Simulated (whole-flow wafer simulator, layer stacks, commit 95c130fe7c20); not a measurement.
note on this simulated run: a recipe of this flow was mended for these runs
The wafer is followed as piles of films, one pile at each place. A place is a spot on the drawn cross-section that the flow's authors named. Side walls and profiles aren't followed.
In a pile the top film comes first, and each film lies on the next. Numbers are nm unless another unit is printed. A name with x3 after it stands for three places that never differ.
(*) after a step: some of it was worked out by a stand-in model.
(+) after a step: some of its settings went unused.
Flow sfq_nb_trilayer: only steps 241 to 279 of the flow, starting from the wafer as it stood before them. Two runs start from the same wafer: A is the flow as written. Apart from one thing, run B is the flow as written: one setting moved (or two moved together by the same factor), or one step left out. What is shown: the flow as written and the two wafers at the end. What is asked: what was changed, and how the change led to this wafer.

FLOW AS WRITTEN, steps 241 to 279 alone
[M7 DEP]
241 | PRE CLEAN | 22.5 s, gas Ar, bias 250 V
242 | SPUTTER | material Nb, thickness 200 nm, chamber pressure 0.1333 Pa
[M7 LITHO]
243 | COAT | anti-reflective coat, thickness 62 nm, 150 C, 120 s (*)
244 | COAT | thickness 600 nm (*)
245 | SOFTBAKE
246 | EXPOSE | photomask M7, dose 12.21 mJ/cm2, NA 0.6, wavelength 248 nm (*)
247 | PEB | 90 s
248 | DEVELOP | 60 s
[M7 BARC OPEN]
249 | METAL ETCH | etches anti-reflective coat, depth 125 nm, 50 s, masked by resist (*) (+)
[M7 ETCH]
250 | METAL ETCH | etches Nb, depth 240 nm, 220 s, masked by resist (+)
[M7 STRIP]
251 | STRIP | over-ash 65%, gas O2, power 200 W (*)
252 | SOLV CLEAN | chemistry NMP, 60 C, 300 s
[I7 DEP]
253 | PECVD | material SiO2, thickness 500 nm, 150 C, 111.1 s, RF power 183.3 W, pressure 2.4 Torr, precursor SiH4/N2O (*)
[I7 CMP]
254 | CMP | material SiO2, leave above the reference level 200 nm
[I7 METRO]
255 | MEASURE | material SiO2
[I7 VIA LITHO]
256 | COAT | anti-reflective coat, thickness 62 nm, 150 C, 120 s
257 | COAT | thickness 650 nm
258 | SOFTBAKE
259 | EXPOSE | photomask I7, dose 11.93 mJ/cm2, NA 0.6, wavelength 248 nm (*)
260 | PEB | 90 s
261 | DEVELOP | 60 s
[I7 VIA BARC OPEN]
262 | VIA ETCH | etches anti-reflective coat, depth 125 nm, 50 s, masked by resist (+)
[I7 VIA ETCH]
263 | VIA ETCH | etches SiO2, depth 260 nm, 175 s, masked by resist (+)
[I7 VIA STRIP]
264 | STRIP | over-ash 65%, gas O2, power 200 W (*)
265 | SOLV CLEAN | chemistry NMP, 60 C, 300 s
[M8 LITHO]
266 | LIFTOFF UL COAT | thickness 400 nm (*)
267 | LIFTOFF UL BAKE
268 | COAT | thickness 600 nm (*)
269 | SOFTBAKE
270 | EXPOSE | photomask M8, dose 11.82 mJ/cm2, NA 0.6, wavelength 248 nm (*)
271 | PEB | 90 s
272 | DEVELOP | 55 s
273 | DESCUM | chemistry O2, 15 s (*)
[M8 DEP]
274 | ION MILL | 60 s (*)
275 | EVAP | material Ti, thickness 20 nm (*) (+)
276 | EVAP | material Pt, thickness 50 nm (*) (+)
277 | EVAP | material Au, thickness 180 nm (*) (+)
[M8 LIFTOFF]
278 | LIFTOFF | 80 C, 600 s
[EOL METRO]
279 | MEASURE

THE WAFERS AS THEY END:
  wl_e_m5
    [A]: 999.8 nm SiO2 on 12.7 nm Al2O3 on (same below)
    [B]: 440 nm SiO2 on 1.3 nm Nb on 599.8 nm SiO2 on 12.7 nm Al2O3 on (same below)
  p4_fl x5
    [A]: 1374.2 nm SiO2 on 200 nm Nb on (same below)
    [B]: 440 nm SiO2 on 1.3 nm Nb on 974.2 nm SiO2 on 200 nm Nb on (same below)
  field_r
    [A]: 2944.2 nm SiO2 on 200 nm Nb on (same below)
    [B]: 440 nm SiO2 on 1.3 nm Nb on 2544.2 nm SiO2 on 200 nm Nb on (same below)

Cause: step 242, SPUTTER: thickness 241.3 nm was run, while the flow as written has thickness 200 nm.

How this came from the change, step by step:
  242 | SPUTTER | material Nb, thickness 200 nm, chamber pressure 0.1333 Pa
      field_l, v_sur, via_wl and 102 more: A +200 Nb (new film) | B +241.3 Nb (new film)
      via_v: A +159.9 Nb | B +193 Nb
  243 | COAT | anti-reflective coat, thickness 62 nm, 150 C, 120 s (*)
      via_v: A +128 anti-reflective coat (new film) | B +131.4 anti-reflective coat (new film)
  250 | METAL ETCH | etches Nb, depth 240 nm, 220 s, masked by resist (+)
      field_l, field_r, lsp_l and 62 more: A -200 Nb (all of it), -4 SiO2 | B -240 Nb
  251 | STRIP | over-ash 65%, gas O2, power 200 W (*)
      via_v: A -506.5 KrF-resist-other-grade (all of it), -128 anti-reflective coat (all of it) | B -510.7 KrF-resist-other-grade (all of it), -131.4 anti-reflective coat (all of it)
  253 | PECVD | material SiO2, thickness 500 nm, 150 C, 111.1 s, RF power 183.3 W, pressure 2.4 Torr, precursor SiH4/N2O (*)
      field_l, p4_fl x5, p4_w1 x9 and 44 more: A +500 SiO2 | B +500 SiO2 (new film)
      field_r, lsp_l: A +477.2 SiO2 | B +473.2 SiO2 (new film)
      (as well as at 4 more places)
  254 | CMP | material SiO2, leave above the reference level 200 nm
      field_l, p4_fl x5, p4_w1 x9 and 44 more: A -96 SiO2 | B -60 SiO2
      field_r, lsp_l: A -73.2 SiO2 | B -33.2 SiO2
      (as well as at 3 more places)
Taking metal films that touch as one body, wl_e_m5 has 7 bodies (between them, from the top down: SiO2 599.8 / Al2O3 12.7 / Nb2O5 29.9; SiO2 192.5; SiO2 192.5; SiO2 192.5; SiO2 192.5; SiO2 192.5); the flow as written gives 6 bodies (between them, from the top down: SiO2 192.5; SiO2 192.5; SiO2 192.5; SiO2 192.5; SiO2 192.5).
Taking metal films that touch as one body, p4_fl x5 has 3 bodies (between them, from the top down: SiO2 974.2; SiO2 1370); the flow as written gives 2 bodies (between them, from the top down: SiO2 1370).
Taking metal films that touch as one body, field_r has 2 bodies (between them, from the top down: SiO2 2544.2); the flow as written gives 1 body.
